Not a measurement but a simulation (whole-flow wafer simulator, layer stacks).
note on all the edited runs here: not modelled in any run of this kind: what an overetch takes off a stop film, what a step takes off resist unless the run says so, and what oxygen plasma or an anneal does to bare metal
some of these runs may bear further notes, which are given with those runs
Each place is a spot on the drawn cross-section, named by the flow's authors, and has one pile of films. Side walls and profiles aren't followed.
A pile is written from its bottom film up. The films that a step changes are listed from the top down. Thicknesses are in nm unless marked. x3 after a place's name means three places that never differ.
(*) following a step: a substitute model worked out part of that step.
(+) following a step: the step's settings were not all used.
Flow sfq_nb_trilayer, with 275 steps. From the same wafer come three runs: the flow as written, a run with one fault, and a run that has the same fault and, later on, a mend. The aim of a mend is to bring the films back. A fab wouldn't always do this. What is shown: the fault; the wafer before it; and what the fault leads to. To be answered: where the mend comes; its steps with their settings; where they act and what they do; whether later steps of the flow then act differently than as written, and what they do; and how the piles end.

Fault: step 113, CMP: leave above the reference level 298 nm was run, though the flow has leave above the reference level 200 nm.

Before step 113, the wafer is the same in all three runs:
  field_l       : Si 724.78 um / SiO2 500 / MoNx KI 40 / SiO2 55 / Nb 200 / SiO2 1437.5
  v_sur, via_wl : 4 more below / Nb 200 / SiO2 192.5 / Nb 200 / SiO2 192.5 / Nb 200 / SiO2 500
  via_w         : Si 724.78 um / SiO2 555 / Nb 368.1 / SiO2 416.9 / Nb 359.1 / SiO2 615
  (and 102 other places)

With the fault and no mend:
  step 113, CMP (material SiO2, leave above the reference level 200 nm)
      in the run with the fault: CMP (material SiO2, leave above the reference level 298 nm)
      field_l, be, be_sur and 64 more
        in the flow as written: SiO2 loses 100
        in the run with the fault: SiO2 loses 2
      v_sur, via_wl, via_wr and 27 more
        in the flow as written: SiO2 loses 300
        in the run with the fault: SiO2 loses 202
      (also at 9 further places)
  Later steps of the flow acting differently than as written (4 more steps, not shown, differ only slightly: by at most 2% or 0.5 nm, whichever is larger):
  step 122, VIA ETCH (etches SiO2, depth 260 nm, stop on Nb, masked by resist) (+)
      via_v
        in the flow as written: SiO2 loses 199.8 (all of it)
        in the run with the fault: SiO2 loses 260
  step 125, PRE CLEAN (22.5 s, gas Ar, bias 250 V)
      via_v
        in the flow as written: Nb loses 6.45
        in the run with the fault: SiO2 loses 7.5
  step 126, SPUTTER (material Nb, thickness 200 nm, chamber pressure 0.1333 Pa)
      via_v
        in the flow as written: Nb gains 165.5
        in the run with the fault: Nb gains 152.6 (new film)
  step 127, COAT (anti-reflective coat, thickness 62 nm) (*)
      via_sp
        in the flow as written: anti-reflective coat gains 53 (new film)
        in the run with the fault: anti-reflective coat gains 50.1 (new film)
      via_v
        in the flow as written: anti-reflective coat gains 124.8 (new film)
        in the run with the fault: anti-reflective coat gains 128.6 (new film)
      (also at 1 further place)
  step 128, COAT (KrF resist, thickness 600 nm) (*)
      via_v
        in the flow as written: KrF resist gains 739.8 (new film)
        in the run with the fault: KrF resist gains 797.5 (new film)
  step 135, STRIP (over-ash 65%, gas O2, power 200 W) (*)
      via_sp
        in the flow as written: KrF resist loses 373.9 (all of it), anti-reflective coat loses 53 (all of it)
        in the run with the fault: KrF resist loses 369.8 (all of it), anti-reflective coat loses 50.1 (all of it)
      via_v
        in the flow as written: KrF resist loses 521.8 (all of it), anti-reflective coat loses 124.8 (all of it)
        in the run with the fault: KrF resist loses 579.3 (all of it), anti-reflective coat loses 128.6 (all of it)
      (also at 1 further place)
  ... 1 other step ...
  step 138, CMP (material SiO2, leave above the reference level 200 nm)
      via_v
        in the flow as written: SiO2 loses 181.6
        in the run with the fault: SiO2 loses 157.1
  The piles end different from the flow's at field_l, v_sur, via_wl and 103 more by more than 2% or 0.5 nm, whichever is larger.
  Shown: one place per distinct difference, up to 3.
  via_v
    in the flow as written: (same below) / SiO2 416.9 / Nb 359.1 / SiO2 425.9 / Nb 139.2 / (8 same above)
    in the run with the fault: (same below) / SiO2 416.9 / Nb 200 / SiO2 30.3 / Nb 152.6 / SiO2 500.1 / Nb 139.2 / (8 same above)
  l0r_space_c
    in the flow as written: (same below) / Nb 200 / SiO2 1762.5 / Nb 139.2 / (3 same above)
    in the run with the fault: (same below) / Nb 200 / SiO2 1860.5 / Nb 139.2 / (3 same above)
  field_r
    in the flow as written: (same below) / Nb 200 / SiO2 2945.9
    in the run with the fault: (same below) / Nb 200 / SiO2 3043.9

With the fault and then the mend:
  After step 114 comes the mend.
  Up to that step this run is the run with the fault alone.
  step 114a, CMP (material SiO2, leave above the reference level 200 nm) (a further turn of the flow's step 113)
      field_l, v_sur, via_wl and 103 more
        SiO2 loses 98
  None of the later steps of the flow acts differently than as written at any place that is followed.
  By the end, the piles equal the flow's at every place that both follow.
